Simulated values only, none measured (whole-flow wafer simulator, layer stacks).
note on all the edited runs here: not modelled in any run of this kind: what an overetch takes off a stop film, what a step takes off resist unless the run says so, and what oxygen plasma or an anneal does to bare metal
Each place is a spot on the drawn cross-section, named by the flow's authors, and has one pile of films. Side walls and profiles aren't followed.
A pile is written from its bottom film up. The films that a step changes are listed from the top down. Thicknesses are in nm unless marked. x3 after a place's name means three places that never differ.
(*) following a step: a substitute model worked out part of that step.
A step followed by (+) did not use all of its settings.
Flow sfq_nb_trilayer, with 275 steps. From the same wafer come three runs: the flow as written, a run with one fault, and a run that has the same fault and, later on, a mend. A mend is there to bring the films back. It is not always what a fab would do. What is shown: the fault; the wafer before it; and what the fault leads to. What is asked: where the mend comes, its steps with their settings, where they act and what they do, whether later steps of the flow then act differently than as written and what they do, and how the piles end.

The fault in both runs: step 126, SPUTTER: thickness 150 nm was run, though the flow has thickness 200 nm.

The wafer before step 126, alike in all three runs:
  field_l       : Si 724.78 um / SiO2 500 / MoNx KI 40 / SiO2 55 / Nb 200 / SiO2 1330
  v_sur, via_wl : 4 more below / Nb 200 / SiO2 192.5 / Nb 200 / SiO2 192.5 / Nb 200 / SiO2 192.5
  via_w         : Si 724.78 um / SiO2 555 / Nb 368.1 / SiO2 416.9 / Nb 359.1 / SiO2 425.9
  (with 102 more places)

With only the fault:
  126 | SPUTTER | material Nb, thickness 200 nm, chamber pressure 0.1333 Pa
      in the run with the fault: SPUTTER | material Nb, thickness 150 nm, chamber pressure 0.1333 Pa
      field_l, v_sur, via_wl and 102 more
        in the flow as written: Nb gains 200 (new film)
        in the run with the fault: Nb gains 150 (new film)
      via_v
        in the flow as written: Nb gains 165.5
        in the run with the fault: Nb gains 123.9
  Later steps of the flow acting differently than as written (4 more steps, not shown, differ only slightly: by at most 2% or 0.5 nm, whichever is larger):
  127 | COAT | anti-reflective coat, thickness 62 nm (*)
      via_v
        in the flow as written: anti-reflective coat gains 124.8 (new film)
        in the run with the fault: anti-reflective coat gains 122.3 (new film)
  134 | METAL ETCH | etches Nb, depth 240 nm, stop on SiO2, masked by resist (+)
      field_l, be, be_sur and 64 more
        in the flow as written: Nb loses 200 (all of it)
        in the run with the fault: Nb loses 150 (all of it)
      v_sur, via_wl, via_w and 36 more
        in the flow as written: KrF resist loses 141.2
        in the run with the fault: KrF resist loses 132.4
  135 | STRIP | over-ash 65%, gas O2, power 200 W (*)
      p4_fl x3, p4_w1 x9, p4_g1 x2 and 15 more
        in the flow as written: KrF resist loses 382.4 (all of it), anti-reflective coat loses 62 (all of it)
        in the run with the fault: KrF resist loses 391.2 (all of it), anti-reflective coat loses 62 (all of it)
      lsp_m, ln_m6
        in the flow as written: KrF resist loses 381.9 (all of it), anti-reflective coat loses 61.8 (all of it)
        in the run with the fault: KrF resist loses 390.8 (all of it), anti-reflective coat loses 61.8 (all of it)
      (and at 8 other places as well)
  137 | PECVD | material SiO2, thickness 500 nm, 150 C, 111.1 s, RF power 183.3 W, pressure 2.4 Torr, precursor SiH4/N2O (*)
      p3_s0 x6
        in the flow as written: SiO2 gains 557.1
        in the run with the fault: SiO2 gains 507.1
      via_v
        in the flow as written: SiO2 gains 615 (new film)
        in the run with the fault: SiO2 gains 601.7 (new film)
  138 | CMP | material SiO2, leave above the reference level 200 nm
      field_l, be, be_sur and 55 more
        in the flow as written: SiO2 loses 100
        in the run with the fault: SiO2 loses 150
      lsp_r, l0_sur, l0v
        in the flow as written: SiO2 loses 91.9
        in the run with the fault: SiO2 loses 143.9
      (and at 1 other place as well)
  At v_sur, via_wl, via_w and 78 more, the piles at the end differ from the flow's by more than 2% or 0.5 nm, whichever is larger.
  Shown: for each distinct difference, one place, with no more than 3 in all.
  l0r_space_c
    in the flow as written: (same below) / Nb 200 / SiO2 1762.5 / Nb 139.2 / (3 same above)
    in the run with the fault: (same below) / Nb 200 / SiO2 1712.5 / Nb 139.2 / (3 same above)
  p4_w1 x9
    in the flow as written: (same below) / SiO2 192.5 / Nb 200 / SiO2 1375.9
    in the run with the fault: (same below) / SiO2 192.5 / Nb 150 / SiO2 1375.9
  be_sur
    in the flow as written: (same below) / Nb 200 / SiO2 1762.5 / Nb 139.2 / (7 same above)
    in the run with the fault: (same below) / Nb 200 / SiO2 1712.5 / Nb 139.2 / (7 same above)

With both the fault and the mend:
  The mend follows step 126.
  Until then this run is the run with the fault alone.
  126a | SPUTTER | material Nb, thickness 50 nm, chamber pressure 0.1333 Pa (the flow's step 126 again, with other settings)
      field_l, v_sur, via_wl and 102 more
        Nb gains 50
      via_v
        Nb gains 38.9
  Every later step of the flow that is run acts as written, at every place that is followed, to within 2% or 0.5 nm, whichever is larger.
  The piles end only slightly different from the flow's at the places that both follow, by no more than 2% or 0.5 nm, whichever is larger.
